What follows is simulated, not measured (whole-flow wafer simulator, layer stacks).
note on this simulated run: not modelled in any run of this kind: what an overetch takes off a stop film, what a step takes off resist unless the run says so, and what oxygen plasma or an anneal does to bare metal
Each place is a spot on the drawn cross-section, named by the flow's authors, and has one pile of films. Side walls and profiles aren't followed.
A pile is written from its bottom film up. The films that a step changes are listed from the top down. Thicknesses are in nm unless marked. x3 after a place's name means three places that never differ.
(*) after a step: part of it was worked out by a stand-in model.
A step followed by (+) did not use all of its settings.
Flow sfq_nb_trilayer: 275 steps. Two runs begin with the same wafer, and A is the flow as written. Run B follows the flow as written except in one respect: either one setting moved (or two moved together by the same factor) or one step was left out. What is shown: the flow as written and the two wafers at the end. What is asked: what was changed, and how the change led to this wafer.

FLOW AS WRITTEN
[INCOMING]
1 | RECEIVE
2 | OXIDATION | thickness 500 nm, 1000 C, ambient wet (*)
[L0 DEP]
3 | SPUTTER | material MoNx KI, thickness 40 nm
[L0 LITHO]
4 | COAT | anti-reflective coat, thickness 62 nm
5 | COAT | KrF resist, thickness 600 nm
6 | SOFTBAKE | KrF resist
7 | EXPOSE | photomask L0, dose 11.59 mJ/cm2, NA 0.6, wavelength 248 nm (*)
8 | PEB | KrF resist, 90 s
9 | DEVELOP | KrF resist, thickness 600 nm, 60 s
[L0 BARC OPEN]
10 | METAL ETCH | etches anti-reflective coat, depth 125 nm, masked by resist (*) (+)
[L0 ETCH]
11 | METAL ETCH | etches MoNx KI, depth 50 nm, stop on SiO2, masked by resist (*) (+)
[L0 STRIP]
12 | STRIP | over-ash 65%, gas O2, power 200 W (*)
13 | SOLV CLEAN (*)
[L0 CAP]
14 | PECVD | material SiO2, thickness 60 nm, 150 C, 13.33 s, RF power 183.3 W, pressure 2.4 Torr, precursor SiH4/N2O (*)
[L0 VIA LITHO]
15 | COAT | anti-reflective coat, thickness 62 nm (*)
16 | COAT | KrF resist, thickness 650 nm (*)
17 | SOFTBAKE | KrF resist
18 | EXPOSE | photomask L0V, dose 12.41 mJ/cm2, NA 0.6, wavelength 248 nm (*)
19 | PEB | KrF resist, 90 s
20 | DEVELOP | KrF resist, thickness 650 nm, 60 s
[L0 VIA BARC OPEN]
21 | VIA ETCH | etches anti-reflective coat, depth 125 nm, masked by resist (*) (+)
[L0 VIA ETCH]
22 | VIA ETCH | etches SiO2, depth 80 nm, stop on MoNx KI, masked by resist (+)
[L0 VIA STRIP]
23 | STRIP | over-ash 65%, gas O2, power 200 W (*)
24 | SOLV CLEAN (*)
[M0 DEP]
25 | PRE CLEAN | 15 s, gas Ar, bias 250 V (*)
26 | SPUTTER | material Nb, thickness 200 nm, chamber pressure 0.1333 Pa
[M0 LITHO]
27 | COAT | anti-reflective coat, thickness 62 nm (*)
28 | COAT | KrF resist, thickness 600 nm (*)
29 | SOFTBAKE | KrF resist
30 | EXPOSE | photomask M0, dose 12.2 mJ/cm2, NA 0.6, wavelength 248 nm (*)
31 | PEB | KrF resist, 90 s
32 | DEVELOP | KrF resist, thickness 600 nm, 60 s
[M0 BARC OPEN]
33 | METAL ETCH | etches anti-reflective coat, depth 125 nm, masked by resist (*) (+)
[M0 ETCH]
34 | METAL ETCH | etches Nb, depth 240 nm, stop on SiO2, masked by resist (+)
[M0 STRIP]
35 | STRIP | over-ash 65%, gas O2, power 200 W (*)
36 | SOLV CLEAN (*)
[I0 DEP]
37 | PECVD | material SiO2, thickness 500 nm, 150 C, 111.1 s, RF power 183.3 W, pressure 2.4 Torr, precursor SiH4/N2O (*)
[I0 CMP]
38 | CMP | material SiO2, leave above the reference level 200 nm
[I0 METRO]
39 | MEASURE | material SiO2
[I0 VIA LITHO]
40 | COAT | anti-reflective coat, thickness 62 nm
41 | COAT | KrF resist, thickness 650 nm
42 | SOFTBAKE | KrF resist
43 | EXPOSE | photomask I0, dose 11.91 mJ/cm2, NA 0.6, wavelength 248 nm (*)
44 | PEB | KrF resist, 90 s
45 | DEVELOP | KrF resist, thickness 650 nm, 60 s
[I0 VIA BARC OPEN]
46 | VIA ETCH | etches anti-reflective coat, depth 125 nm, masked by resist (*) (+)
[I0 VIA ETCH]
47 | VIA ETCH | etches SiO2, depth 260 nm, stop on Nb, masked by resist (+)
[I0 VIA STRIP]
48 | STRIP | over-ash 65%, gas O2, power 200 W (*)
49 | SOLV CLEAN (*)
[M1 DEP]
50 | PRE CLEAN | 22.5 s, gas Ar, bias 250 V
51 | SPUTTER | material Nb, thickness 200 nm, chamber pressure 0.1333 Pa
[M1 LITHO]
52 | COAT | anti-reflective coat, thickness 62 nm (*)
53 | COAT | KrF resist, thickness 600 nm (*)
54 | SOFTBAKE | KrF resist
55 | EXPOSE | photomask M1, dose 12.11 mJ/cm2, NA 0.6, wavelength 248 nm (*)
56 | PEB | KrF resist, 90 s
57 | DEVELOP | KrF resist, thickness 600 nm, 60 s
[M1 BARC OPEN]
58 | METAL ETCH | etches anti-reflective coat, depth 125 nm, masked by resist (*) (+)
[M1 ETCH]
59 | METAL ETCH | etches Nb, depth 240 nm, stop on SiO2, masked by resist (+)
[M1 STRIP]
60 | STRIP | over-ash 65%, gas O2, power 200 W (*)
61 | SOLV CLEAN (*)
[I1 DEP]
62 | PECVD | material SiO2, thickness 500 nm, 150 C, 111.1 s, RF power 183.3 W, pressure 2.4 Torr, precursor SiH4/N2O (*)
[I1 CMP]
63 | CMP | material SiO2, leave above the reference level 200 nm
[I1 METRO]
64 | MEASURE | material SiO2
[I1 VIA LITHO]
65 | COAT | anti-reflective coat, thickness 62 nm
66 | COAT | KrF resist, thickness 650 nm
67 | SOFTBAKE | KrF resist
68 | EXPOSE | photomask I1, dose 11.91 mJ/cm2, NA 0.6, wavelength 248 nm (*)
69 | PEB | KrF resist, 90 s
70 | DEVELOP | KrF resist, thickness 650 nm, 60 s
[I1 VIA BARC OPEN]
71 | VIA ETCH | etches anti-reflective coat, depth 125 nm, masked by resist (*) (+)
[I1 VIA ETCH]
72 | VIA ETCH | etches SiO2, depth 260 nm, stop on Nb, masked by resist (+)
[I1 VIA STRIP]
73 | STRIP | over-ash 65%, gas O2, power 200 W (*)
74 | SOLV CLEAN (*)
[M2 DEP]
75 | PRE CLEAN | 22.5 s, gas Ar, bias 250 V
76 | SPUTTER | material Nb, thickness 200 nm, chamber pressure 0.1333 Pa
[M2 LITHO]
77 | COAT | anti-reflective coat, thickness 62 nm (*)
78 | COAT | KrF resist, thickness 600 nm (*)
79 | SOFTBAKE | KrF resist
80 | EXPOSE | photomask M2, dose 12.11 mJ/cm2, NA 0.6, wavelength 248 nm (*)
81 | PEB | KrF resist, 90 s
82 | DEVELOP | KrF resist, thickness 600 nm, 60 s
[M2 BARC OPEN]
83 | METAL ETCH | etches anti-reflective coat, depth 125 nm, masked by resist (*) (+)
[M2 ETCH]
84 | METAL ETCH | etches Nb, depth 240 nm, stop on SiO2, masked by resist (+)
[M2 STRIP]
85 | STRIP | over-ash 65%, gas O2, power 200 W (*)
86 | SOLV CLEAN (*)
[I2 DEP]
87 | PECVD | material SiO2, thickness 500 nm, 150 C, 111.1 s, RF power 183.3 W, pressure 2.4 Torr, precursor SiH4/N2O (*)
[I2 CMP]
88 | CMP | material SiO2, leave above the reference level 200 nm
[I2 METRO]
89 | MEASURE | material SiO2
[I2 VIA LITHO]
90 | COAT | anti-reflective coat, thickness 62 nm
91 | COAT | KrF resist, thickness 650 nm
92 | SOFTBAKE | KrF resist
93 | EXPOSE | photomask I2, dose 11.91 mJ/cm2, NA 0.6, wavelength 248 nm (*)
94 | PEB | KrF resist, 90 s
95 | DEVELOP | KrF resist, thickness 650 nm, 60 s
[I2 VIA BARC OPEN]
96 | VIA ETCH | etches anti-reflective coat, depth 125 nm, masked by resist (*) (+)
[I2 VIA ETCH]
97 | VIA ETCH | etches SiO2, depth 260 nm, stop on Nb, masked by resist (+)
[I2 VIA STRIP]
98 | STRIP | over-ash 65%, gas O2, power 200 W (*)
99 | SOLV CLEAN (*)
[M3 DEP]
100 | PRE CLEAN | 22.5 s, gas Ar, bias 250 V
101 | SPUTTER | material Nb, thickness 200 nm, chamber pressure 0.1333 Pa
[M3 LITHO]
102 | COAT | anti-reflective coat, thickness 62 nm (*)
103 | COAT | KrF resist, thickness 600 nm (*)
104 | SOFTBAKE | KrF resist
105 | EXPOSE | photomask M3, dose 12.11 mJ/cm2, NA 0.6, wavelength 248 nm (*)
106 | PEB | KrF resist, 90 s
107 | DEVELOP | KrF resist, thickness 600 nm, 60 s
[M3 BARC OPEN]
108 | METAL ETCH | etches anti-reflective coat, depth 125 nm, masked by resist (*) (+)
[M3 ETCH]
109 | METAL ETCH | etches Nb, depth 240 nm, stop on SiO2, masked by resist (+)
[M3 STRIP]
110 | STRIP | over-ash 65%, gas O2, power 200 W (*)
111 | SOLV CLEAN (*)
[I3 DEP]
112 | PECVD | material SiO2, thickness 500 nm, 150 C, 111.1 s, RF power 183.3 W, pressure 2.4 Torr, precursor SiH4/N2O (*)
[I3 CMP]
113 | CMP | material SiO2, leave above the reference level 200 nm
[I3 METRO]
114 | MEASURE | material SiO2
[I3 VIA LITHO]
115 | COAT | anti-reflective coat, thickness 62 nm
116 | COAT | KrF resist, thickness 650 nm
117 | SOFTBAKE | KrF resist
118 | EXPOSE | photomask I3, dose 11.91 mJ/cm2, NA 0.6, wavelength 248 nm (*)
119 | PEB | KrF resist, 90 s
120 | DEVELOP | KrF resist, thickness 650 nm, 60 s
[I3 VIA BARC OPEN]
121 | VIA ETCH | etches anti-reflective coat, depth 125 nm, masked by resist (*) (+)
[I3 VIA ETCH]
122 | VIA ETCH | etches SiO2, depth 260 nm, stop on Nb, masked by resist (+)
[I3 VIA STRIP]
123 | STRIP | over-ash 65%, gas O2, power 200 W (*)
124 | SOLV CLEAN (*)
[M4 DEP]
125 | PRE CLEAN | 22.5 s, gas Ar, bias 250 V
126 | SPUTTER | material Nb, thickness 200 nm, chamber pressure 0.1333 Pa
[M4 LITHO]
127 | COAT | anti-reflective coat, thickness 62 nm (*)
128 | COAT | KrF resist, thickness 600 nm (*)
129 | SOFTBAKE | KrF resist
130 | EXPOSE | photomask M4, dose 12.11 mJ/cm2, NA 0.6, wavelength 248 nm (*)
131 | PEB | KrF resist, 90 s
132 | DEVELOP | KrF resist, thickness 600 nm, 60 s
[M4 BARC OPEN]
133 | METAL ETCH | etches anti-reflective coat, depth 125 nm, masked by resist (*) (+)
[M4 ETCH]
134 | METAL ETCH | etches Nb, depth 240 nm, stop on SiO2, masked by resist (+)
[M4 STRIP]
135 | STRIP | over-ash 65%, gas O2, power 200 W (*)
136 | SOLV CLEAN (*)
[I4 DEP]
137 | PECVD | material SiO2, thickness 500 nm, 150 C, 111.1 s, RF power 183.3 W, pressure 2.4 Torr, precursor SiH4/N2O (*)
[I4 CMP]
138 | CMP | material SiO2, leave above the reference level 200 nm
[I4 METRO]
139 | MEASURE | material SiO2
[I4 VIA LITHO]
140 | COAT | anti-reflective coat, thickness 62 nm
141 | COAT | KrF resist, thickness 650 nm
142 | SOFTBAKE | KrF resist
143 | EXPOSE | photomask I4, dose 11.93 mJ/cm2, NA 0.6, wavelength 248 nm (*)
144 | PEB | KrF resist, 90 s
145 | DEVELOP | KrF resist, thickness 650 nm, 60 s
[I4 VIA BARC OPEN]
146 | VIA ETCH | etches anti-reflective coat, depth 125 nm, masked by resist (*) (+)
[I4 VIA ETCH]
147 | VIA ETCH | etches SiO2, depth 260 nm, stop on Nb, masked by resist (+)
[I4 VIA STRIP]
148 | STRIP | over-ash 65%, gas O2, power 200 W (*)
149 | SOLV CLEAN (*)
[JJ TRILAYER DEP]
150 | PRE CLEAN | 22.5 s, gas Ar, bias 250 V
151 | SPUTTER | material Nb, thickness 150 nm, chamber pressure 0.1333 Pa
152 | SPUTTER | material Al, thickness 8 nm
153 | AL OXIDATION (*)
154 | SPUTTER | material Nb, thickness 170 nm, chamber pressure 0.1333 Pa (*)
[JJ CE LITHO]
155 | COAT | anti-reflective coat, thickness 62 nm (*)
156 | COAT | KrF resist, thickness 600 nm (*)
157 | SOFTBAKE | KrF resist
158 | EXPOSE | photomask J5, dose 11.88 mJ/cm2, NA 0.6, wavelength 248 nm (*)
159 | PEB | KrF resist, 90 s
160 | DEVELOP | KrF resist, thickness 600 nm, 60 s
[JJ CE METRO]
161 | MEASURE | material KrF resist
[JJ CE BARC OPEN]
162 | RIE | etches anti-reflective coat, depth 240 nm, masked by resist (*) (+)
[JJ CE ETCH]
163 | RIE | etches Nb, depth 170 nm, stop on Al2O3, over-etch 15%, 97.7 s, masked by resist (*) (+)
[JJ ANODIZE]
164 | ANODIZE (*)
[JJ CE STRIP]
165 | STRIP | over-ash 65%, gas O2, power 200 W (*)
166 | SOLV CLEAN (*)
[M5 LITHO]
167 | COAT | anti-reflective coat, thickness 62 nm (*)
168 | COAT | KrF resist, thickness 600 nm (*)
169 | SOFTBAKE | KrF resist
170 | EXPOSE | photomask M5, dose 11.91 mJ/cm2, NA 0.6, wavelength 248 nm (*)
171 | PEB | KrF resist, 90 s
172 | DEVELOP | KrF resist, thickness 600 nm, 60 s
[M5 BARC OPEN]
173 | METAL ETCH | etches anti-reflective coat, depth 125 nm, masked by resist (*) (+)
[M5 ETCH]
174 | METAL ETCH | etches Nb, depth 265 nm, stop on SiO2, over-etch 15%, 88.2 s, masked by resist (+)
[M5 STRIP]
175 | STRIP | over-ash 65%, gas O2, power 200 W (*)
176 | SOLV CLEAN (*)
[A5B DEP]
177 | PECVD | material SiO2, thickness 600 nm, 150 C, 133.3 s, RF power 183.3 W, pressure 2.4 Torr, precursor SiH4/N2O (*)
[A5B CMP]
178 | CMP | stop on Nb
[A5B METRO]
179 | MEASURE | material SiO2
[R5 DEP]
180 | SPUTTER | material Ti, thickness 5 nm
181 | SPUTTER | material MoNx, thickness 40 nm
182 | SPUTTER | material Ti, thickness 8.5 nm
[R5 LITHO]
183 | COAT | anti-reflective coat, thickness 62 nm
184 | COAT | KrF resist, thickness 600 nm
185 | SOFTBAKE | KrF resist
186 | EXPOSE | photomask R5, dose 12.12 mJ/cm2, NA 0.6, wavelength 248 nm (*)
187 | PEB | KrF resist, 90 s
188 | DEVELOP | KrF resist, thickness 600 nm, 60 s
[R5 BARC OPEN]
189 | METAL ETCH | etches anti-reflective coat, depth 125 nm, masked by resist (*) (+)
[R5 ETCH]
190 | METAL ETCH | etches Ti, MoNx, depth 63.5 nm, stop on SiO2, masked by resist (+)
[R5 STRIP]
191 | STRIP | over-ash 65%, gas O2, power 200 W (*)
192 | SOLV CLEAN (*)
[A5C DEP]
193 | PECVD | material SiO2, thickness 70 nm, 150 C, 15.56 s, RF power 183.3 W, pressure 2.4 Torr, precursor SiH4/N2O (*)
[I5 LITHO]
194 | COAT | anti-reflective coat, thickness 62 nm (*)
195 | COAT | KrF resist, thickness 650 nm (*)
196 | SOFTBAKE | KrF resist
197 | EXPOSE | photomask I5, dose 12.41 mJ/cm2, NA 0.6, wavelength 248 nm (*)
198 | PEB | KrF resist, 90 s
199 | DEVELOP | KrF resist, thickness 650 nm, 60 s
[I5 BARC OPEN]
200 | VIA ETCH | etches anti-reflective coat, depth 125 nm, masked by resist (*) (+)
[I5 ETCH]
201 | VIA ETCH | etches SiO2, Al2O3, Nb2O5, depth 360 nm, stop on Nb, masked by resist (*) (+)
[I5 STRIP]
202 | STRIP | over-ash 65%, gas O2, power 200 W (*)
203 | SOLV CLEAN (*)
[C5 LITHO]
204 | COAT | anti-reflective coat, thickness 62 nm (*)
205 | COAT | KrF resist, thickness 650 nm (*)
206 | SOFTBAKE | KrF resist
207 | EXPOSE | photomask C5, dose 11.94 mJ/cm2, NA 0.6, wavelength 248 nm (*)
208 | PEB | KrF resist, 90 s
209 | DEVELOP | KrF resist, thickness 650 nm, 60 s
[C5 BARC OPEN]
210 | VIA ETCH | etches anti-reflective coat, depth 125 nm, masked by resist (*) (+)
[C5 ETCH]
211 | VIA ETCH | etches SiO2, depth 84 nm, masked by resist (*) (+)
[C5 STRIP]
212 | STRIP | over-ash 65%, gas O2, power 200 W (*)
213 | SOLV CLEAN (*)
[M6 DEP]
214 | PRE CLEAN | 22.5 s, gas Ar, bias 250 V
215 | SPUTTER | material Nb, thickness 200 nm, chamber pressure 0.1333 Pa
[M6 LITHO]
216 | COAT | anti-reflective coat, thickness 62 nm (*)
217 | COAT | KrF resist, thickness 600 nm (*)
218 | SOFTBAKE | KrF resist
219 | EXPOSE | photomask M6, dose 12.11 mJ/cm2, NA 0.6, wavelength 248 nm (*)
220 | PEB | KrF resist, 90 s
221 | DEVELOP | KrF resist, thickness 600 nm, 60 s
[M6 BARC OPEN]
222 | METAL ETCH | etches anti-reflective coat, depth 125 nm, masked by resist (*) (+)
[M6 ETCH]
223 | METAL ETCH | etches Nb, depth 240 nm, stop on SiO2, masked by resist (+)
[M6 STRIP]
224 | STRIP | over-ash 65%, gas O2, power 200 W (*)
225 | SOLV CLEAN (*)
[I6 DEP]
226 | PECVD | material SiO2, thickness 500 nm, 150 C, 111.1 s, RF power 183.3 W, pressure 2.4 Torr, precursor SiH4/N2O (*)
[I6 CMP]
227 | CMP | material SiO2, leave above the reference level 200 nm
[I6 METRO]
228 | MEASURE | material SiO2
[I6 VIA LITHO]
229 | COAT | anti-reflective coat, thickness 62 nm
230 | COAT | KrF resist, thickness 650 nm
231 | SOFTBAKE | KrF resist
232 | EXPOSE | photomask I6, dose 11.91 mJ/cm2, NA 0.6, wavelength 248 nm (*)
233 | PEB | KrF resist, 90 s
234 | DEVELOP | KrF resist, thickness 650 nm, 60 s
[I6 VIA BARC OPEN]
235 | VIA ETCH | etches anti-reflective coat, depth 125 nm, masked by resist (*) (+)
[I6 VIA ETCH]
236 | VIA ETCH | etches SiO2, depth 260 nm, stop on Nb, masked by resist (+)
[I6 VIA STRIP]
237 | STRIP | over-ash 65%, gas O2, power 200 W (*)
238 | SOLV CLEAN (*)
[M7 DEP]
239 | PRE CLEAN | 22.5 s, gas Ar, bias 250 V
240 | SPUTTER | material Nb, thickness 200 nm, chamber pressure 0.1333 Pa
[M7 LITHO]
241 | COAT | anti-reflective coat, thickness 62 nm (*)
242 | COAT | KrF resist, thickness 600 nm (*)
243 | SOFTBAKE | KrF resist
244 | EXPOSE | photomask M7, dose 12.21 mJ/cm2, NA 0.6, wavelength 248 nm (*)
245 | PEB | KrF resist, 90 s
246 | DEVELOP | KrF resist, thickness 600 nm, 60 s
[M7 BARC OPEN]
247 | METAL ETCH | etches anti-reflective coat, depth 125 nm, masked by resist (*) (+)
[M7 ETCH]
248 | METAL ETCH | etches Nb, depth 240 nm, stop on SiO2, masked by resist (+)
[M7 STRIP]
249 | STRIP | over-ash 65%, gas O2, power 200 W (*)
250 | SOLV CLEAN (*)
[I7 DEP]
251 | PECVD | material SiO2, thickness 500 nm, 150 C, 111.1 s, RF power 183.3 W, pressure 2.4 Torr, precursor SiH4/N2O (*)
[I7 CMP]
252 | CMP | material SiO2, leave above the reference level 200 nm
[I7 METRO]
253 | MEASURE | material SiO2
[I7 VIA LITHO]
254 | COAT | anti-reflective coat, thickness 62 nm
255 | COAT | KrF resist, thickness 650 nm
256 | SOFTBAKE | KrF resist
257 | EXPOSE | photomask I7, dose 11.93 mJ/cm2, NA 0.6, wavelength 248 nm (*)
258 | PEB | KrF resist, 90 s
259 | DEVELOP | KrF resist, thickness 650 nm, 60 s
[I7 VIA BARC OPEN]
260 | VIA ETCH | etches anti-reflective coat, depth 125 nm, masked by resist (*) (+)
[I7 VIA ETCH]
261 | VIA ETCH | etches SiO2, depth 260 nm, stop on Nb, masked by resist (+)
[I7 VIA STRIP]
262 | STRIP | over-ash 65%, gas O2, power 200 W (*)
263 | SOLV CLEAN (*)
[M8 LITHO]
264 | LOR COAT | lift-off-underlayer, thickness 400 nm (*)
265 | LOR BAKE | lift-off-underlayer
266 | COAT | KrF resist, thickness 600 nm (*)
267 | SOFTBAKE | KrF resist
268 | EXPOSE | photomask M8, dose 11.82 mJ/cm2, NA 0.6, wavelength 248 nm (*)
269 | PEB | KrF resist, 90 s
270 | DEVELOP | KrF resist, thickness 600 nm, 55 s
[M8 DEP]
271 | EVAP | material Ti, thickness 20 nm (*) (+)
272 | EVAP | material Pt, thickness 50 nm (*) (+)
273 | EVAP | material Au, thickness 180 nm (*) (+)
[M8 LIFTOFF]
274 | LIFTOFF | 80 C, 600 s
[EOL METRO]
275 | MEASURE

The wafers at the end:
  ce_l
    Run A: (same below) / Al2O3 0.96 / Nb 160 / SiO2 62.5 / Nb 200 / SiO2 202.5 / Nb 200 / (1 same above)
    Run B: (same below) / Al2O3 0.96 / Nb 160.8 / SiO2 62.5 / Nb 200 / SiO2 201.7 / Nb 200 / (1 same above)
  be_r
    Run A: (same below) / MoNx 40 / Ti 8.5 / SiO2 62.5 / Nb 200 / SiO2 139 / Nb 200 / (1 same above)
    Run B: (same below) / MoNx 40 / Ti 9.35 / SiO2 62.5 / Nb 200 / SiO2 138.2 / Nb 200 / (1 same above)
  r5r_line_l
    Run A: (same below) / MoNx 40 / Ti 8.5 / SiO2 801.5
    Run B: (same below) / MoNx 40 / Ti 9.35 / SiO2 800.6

Cause: step 182, SPUTTER: thickness 9.35 nm was run, though the flow has thickness 8.5 nm.
One can read it off the wafer: be_r has Ti 9.35, and step 182 as written asks for 8.5 nm.

The path from the change to this, step by step:
  182 | SPUTTER | material Ti, thickness 8.5 nm
      field_l, v_sur, via_wl and 103 more: A +8.5 Ti (new film) | B +9.35 Ti (new film)
  190 | METAL ETCH | etches Ti, MoNx, depth 63.5 nm, stop on SiO2, masked by resist (+)
      field_l, v_sur, via_wl and 92 more: A -8.5 Ti (all of it), -40 MoNx (all of it), -5 Ti (all of it) | B -9.35 Ti (all of it), -40 MoNx (all of it), -5 Ti (all of it)
      ce_l, c5j, ce_r, wl_jj: A -8.5 Ti (all of it), -40 MoNx (all of it), -5 Ti (all of it), -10 Nb | B -9.35 Ti (all of it), -40 MoNx (all of it), -5 Ti (all of it), -9.15 Nb
